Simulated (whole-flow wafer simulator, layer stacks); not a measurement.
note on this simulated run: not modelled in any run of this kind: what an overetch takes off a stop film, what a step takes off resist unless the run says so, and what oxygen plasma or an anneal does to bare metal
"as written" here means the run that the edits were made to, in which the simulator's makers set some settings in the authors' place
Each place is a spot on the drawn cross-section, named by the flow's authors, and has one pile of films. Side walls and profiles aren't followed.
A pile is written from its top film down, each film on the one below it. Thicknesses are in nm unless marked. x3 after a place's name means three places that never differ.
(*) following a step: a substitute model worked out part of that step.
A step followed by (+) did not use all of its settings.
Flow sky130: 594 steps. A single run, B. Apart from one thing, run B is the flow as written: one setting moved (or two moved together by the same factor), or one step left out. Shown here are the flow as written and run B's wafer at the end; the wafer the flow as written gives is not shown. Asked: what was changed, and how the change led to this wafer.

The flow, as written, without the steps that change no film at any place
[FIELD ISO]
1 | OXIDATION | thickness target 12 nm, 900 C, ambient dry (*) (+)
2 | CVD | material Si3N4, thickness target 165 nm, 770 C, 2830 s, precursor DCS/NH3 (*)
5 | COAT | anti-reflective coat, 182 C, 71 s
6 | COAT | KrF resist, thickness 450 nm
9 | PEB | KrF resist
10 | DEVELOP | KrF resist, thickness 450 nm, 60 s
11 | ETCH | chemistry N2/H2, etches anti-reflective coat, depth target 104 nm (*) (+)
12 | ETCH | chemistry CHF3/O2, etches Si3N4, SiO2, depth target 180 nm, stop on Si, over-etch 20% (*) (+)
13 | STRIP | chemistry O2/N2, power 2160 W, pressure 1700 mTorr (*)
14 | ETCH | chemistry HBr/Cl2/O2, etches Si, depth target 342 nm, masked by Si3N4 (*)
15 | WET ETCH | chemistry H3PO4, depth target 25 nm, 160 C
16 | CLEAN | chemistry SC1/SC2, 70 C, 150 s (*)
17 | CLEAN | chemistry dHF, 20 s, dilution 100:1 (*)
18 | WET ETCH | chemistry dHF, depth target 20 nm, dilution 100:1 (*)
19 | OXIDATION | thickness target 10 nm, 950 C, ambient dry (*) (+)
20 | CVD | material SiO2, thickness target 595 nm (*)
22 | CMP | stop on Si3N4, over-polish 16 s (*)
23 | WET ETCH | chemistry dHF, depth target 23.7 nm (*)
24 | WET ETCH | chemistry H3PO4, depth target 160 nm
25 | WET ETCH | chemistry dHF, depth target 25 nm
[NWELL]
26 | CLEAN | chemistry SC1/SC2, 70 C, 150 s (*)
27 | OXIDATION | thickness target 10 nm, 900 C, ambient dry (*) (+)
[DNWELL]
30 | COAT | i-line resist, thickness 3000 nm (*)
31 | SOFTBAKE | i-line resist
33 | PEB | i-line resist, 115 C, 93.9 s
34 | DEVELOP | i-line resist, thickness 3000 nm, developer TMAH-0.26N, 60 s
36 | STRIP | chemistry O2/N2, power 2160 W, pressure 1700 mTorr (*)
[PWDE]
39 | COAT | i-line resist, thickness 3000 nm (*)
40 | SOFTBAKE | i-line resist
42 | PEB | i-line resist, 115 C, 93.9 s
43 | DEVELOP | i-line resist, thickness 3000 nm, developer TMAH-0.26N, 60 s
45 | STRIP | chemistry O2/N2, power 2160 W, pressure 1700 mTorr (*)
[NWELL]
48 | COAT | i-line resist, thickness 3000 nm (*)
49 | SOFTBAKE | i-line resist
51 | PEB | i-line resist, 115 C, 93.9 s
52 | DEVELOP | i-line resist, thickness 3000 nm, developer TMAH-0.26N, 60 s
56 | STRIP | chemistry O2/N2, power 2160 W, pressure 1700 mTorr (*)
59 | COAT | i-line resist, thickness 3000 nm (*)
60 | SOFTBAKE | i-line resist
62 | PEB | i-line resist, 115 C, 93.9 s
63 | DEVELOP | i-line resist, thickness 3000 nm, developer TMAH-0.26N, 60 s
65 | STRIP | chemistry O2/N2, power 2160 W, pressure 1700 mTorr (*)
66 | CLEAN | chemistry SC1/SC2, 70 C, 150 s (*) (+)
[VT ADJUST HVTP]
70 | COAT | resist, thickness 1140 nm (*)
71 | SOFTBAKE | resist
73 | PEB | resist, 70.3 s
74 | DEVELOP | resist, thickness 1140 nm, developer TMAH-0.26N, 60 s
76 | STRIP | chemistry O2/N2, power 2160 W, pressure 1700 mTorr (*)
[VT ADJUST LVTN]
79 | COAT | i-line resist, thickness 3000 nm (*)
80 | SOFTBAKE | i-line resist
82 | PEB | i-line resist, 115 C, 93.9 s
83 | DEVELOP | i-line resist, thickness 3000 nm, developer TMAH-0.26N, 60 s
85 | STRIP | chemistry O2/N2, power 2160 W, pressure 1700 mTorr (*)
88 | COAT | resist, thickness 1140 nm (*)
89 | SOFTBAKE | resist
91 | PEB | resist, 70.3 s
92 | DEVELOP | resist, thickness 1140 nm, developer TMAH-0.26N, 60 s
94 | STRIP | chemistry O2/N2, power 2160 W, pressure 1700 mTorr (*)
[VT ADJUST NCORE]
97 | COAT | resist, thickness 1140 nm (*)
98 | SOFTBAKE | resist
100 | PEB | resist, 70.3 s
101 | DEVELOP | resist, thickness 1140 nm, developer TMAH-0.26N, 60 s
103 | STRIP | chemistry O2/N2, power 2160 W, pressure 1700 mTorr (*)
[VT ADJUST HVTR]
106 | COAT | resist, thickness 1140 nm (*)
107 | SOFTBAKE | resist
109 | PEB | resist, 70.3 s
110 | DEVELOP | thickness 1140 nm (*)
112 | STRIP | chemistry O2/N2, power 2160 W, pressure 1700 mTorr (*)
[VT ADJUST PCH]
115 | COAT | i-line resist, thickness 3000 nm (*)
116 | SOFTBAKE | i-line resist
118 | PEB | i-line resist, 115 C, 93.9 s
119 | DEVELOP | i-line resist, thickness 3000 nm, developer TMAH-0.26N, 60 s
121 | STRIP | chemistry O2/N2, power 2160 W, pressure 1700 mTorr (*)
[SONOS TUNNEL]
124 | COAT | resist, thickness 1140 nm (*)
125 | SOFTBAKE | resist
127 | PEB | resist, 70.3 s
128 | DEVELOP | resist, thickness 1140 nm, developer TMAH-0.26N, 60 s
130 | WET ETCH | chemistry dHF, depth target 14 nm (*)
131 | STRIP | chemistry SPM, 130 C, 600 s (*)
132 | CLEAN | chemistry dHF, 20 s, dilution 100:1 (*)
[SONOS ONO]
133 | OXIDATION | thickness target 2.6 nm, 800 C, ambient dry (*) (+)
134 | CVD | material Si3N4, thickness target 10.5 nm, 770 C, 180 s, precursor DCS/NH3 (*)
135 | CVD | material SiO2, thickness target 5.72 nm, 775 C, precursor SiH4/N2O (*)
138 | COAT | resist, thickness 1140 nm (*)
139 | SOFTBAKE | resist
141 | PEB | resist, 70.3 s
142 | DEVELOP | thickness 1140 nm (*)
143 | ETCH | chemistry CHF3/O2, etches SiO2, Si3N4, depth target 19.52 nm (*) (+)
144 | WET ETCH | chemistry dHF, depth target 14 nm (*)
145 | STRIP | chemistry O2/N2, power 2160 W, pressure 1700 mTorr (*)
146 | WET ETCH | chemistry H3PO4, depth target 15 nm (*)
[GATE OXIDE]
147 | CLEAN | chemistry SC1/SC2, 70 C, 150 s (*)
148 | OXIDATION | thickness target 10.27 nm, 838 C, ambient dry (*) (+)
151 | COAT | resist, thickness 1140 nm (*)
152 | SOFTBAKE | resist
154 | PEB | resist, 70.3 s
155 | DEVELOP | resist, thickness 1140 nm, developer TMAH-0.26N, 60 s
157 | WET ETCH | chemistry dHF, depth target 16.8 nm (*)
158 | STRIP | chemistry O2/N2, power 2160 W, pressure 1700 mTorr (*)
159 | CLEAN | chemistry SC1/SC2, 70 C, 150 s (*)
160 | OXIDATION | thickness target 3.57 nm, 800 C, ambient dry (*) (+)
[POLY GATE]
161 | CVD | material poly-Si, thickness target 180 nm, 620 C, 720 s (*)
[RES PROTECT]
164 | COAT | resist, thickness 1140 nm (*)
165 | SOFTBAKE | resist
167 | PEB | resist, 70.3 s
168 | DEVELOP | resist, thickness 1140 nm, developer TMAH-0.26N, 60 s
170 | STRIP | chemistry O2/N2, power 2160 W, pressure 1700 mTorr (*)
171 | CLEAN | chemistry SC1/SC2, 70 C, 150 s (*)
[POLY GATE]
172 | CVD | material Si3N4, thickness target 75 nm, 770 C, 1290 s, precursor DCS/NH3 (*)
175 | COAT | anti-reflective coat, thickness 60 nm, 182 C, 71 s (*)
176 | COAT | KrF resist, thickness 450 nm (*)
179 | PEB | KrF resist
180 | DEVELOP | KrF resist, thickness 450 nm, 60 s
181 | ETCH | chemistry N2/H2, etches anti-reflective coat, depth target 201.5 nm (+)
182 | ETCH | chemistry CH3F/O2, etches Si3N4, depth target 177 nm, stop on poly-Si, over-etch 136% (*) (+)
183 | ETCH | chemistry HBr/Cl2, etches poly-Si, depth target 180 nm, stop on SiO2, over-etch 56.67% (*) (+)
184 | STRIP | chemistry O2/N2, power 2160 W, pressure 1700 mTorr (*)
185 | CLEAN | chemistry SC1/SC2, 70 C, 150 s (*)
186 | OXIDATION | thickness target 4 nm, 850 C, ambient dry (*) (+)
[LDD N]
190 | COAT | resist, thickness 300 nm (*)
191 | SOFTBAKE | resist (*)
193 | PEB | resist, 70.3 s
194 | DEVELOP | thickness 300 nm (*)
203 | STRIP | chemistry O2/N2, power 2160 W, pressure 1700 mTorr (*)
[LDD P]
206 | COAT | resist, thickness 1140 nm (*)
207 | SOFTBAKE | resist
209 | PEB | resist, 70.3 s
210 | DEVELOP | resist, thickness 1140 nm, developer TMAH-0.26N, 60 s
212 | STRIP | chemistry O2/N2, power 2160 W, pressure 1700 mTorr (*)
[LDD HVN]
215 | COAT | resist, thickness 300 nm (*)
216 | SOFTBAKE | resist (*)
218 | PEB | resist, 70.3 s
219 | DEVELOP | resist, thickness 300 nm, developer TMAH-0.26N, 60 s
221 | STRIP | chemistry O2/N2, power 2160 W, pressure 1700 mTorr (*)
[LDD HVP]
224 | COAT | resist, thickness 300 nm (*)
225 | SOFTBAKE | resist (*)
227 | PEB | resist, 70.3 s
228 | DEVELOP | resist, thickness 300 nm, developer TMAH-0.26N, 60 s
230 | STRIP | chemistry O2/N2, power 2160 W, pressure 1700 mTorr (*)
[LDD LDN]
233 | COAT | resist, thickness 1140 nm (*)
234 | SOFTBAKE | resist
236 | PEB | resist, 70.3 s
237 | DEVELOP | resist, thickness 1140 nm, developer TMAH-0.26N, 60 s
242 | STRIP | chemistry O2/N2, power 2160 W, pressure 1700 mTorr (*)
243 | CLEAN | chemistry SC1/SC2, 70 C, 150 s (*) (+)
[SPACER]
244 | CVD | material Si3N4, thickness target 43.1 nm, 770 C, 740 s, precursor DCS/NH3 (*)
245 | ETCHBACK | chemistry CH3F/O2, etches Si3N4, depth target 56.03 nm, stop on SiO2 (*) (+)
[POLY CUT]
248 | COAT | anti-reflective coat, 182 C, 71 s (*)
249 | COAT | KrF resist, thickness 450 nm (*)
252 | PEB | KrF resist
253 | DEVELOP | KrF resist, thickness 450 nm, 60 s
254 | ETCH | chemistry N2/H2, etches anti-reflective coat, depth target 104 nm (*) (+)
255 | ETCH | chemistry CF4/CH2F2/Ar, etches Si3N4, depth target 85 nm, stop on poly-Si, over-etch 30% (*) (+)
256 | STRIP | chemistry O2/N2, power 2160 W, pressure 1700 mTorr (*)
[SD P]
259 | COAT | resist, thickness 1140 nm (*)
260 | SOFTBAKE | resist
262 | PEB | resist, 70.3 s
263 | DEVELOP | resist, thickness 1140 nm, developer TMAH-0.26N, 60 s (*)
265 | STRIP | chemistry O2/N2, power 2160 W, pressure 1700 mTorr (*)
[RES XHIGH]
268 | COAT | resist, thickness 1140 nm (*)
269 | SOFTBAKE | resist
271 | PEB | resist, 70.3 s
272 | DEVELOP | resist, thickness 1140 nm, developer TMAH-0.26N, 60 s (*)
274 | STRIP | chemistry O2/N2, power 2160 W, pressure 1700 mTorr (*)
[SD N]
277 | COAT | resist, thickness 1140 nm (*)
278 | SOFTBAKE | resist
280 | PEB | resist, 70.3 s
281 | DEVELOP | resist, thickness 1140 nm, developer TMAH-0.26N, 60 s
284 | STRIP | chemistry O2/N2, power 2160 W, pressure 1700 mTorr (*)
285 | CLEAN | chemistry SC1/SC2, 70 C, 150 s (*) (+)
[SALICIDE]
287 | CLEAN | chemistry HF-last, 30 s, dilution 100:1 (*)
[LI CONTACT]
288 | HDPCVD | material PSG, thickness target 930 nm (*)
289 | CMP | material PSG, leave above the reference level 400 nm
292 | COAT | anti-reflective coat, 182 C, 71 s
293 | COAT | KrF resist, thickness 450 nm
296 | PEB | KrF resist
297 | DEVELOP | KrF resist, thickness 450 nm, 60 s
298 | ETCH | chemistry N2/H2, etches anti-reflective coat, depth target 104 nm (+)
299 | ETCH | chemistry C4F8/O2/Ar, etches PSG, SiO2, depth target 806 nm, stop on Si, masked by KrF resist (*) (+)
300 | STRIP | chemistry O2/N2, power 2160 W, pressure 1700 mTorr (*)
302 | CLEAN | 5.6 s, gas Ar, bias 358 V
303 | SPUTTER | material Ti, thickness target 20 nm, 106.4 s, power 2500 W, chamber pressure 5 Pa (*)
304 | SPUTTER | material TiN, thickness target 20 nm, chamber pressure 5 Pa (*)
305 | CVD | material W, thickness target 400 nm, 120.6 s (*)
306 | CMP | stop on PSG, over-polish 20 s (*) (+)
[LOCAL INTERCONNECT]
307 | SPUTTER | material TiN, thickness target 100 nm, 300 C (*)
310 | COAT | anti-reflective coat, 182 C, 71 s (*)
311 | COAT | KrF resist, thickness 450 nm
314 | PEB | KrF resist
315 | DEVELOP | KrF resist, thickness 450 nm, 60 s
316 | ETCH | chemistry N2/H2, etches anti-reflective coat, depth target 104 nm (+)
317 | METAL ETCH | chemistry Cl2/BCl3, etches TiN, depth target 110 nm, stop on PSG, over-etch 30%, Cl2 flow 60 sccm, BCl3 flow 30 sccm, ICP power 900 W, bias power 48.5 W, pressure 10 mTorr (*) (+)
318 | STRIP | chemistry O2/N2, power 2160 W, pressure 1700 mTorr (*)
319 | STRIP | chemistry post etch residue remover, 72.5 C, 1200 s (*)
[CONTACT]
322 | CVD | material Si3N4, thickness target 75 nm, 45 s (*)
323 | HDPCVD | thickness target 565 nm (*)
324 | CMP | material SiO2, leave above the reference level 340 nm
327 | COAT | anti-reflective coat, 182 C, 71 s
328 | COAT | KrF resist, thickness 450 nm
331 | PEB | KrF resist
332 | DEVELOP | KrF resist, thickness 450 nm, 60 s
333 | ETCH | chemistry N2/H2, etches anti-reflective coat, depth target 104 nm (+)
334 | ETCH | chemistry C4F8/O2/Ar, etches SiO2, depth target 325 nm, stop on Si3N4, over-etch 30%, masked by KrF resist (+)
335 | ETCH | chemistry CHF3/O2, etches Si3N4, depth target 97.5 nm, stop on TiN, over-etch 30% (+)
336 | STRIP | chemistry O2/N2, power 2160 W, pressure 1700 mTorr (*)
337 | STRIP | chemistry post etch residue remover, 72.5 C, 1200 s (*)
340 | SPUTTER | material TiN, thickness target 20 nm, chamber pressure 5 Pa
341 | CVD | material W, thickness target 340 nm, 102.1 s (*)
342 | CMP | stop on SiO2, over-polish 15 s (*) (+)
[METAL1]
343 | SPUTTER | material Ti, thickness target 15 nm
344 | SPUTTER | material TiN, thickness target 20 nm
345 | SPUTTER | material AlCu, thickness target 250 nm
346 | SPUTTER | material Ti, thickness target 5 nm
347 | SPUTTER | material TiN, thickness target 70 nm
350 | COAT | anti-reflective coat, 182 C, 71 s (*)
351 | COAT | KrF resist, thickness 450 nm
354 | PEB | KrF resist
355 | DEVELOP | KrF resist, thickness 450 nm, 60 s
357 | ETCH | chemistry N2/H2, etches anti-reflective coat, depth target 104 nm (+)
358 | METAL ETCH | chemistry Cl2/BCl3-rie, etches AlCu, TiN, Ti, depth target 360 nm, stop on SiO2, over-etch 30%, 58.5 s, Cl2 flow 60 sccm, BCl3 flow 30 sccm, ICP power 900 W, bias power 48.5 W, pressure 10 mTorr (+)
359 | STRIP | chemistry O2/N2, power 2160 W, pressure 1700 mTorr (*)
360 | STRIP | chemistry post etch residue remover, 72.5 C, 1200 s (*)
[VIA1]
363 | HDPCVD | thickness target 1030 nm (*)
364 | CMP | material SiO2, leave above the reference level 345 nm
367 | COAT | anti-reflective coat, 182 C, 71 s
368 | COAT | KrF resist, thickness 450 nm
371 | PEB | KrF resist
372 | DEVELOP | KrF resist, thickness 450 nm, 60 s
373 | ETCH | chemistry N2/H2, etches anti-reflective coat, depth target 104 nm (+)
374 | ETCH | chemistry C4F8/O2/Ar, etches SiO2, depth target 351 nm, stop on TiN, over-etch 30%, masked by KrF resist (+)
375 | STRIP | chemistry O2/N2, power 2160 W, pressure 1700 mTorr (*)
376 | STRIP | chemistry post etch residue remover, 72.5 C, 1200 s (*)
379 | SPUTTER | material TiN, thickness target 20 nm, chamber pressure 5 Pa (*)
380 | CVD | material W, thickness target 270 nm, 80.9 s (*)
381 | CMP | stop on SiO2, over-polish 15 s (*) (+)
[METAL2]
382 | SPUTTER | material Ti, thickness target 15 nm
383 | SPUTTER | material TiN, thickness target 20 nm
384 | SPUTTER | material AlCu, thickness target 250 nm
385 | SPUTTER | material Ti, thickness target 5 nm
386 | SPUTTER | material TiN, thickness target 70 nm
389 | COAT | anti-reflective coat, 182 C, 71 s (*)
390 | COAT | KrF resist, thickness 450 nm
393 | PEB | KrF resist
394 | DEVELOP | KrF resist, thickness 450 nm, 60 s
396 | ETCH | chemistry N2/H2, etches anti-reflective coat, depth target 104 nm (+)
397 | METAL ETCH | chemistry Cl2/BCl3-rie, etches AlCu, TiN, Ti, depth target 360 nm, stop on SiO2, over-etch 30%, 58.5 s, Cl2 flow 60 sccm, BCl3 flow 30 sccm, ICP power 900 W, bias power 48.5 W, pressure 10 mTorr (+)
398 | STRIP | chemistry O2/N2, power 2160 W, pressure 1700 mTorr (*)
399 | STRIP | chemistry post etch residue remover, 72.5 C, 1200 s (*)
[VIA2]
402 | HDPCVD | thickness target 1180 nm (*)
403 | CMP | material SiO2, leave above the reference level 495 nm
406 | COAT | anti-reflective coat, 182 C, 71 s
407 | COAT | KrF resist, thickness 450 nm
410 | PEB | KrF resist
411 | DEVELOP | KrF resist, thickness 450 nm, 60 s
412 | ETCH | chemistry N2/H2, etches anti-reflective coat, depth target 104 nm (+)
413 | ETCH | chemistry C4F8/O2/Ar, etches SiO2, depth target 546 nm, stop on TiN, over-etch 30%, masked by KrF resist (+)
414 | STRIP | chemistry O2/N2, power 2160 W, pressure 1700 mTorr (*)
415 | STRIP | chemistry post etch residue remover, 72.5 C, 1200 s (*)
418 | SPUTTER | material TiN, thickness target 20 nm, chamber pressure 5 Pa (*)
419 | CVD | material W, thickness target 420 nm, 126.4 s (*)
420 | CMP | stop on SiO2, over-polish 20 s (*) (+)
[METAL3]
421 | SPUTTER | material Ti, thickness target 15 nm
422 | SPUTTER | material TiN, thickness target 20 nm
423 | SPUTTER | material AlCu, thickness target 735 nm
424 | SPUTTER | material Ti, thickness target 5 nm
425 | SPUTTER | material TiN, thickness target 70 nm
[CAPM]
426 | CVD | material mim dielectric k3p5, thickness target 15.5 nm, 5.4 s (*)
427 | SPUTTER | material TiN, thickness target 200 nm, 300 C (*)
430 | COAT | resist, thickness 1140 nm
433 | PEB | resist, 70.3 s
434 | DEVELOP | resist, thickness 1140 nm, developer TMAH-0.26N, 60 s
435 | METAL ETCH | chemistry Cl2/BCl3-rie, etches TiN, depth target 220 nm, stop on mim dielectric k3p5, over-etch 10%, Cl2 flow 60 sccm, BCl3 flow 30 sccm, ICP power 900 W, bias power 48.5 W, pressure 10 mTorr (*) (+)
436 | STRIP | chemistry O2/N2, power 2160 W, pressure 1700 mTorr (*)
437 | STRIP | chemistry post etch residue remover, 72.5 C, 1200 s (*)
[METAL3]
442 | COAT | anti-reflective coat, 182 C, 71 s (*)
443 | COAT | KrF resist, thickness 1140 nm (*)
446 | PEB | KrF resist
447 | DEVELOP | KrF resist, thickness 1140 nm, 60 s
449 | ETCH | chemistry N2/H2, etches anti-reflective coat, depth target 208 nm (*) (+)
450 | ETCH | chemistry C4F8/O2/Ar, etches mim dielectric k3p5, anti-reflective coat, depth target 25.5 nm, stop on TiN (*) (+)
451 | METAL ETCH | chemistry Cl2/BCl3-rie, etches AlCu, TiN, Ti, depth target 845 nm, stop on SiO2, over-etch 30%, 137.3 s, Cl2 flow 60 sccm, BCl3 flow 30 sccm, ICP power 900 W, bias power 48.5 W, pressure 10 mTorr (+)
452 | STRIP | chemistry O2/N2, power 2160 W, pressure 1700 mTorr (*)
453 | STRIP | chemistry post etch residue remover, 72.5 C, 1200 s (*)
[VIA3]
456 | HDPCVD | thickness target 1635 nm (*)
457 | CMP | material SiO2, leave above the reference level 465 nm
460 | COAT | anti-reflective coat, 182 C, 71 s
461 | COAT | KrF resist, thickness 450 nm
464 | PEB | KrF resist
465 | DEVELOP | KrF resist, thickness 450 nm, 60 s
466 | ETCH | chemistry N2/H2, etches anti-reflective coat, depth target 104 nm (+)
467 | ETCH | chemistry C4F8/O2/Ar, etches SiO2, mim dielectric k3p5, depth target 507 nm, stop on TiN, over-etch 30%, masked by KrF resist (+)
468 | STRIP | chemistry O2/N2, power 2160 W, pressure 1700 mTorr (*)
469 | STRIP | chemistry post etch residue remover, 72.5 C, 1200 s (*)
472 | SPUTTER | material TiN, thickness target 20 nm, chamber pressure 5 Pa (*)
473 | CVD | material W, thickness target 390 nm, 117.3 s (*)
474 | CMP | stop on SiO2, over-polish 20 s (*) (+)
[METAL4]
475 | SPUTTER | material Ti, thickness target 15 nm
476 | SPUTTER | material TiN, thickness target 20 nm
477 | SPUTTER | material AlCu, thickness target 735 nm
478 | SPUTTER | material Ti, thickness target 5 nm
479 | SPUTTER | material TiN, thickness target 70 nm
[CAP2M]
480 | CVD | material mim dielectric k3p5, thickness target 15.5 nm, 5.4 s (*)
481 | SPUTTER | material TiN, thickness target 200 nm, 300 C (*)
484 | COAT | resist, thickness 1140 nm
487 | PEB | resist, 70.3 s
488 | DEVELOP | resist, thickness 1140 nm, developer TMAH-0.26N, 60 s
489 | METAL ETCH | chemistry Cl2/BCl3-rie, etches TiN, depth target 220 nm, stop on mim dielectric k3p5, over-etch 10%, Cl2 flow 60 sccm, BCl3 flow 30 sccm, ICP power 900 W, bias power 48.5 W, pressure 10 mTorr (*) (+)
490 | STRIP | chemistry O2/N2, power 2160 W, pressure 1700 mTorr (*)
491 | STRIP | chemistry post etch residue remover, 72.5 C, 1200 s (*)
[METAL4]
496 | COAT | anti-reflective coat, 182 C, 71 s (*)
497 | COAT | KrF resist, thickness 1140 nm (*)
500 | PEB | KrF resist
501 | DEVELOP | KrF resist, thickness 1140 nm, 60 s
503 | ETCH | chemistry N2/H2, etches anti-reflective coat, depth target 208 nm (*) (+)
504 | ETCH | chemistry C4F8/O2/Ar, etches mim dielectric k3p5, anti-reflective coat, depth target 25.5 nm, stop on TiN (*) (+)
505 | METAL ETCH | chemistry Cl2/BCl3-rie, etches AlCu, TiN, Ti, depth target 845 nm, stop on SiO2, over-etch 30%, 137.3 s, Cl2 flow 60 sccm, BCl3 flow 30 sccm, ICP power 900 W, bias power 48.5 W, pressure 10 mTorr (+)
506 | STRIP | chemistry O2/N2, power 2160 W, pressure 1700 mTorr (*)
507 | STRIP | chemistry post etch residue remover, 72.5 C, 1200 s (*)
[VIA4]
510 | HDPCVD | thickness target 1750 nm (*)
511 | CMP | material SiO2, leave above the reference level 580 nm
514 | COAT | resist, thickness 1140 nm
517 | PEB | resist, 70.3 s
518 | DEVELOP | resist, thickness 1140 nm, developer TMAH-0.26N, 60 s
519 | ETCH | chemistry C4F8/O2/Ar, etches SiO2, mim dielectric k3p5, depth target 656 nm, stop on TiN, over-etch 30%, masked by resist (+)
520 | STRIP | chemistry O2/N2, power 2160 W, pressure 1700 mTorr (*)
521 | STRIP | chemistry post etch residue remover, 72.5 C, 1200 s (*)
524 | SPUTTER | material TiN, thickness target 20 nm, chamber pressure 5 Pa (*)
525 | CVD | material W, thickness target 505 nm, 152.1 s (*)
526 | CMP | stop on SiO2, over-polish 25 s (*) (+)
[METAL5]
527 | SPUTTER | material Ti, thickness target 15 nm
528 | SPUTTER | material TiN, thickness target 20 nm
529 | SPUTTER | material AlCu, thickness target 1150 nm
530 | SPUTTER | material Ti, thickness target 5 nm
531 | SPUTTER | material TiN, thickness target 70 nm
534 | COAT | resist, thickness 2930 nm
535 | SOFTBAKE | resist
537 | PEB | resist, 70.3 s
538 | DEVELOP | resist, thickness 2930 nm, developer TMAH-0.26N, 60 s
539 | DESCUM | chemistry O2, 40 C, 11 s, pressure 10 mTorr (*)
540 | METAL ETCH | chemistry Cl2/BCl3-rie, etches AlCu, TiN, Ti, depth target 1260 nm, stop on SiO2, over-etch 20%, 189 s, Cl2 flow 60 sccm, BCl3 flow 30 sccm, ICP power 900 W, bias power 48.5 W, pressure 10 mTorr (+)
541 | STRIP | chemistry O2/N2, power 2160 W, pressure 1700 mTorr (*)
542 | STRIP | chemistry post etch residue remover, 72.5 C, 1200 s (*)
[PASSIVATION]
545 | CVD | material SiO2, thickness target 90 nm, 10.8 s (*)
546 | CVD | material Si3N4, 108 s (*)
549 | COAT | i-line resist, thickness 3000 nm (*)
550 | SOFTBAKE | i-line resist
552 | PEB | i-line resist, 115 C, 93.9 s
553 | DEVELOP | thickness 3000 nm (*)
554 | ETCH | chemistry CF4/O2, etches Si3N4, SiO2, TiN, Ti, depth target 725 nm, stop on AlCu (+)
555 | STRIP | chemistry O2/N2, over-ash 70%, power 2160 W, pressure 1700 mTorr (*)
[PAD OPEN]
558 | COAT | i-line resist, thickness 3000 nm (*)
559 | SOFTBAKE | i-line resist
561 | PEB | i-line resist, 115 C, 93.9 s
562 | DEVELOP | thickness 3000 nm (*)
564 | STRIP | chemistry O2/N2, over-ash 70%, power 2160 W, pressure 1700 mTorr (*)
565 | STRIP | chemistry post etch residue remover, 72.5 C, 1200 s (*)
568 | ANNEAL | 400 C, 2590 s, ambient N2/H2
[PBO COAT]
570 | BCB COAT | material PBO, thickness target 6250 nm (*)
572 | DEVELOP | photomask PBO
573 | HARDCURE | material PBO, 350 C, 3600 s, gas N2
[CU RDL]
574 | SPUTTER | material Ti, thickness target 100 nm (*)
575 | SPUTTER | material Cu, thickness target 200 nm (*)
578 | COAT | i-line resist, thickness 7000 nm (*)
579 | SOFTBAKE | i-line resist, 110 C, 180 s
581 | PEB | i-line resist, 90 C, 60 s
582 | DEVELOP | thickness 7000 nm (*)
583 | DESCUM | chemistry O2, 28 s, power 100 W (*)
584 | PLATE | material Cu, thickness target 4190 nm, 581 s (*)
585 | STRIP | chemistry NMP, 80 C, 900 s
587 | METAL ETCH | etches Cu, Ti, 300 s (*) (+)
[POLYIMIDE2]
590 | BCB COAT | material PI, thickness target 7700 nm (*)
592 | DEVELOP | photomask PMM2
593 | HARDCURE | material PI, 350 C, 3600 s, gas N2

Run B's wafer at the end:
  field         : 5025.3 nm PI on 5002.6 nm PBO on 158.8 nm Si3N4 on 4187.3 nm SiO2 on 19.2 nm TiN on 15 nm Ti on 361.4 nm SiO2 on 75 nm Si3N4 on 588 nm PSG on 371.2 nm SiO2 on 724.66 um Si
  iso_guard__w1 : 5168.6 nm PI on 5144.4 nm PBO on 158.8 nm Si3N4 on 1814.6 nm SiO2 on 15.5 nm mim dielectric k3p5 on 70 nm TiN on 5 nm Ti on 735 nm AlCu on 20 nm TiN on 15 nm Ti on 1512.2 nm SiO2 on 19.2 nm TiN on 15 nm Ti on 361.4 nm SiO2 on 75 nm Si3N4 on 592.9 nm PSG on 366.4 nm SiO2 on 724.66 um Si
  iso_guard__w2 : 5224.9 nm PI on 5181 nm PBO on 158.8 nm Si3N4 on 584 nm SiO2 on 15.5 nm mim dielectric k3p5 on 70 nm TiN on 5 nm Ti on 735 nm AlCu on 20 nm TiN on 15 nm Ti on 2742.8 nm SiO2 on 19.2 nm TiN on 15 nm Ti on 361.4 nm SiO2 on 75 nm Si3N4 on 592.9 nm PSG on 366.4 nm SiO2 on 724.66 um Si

Cause: step 345, SPUTTER: thickness target 394 nm was run, whereas the flow has thickness target 250 nm.

Step by step, how the change led to this:
  345 | SPUTTER | material AlCu, thickness target 250 nm
      field, active, n_well and 188 more: +394 AlCu (new film) (it would be, as written: +250 AlCu (new film))
  358 | METAL ETCH | chemistry Cl2/BCl3-rie, etches AlCu, TiN, Ti, depth target 360 nm, stop on SiO2, over-etch 30%, 58.5 s, Cl2 flow 60 sccm, BCl3 flow 30 sccm, ICP power 900 W, bias power 48.5 W, pressure 10 mTorr (+)
      field, active, gate and 79 more: -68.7 TiN (all of it), -5 Ti (all of it), -394 AlCu (all of it), -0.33 TiN (it would be, as written: -68.7 TiN (all of it), -5 Ti (all of it), -250 AlCu (all of it), -20 TiN (all of it), -15 Ti (all of it), -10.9 SiO2)
      rpo_hd, iso_guard_nsd_tip: -68.7 TiN (all of it), -5 Ti (all of it), -394 AlCu (all of it), -0.34 TiN (it would be, as written: -68.7 TiN (all of it), -5 Ti (all of it), -250 AlCu (all of it), -20 TiN (all of it), -15 Ti (all of it), -10.9 SiO2)
  363 | HDPCVD | thickness target 1030 nm (*)
      field, active, gate and 81 more: +1030 SiO2 (new film) (it would be, as written: +1030 SiO2)
  364 | CMP | material SiO2, leave above the reference level 345 nm
      field, active, gate and 81 more: -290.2 SiO2 (it would be, as written: -389.1 SiO2)
Taking metal films that touch as one body, field has 1 body; the flow as written gives 0 bodies.
Taking metal films that touch as one body, iso_guard__w1 has 2 bodies (between them, from the top down: SiO2 1512.2); the flow as written gives 1 body.
Taking metal films that touch as one body, iso_guard__w2 has 2 bodies (between them, from the top down: SiO2 2742.8); the flow as written gives 1 body.
